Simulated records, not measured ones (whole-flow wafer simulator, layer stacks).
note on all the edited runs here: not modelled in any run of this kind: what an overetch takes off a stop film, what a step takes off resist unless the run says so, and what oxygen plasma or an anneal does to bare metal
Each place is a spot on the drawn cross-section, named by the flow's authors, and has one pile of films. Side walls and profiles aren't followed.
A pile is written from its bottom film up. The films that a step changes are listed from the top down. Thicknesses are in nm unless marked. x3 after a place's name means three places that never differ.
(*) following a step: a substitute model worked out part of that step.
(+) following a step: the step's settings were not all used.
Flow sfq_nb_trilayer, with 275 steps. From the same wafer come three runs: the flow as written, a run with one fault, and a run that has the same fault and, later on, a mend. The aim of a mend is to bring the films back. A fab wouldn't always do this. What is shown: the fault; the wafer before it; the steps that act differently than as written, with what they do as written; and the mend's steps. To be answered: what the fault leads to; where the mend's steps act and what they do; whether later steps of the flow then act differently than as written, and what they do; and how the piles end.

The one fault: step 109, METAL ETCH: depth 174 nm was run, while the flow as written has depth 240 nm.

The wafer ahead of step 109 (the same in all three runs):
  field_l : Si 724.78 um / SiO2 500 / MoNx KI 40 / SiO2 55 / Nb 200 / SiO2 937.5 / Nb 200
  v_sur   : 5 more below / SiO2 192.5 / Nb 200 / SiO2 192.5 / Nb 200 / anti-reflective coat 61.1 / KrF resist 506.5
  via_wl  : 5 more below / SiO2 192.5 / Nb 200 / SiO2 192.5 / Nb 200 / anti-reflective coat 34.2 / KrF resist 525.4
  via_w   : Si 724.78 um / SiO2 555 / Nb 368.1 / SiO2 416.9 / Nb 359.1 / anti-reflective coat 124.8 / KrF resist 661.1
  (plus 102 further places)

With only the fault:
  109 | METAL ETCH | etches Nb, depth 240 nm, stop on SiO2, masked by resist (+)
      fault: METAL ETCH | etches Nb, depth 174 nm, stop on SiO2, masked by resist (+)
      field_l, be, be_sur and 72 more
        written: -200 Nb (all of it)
        fault: -174 Nb
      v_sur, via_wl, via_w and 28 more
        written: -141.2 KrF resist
        fault: -102.4 KrF resist
  Later steps of the flow acting differently than as written:
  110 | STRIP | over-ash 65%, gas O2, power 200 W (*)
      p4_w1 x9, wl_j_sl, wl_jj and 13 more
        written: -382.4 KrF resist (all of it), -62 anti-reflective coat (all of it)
        fault: -421.2 KrF resist (all of it), -62 anti-reflective coat (all of it)
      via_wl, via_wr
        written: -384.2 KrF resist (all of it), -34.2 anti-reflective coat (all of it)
        fault: -423 KrF resist (all of it), -34.2 anti-reflective coat (all of it)
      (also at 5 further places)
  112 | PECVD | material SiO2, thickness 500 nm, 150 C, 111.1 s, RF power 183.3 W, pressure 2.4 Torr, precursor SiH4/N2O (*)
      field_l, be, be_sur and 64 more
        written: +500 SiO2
        fault: +500 SiO2 (new film)
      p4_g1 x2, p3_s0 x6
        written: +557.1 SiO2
        fault: +531.1 SiO2 (new film)
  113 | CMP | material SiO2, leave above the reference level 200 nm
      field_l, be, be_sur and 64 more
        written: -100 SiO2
        fault: -126 SiO2
  By the end, the piles at field_l, be, be_sur and 72 more depart from the flow's by more than 2% or 0.5 nm, whichever is larger.
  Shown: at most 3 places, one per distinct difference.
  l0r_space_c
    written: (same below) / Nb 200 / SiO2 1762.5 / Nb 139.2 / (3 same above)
    fault: (same below) / Nb 200 / SiO2 977.5 / Nb 26 / SiO2 759 / Nb 139.2 / (3 same above)
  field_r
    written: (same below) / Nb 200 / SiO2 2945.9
    fault: (same below) / Nb 200 / SiO2 977.5 / Nb 26 / SiO2 1942.4
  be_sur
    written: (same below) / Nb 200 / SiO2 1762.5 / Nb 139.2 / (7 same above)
    fault: (same below) / Nb 200 / SiO2 977.5 / Nb 26 / SiO2 759 / Nb 139.2 / (7 same above)

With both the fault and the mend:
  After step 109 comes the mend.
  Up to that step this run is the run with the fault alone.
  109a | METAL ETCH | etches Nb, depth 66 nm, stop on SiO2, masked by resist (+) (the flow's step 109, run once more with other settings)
      field_l, be, be_sur and 72 more
        -26 Nb (all of it)
      v_sur, via_wl, via_w and 28 more
        -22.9 KrF resist
  Later steps of the flow acting differently than as written:
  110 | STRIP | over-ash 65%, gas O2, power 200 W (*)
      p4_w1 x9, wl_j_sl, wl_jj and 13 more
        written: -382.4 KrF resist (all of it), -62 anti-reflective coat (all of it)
        mend: -398.3 KrF resist (all of it), -62 anti-reflective coat (all of it)
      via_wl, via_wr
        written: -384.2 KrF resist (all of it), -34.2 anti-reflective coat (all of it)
        mend: -400.1 KrF resist (all of it), -34.2 anti-reflective coat (all of it)
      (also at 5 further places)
  By the end, the piles equal the flow's at every place that both follow.
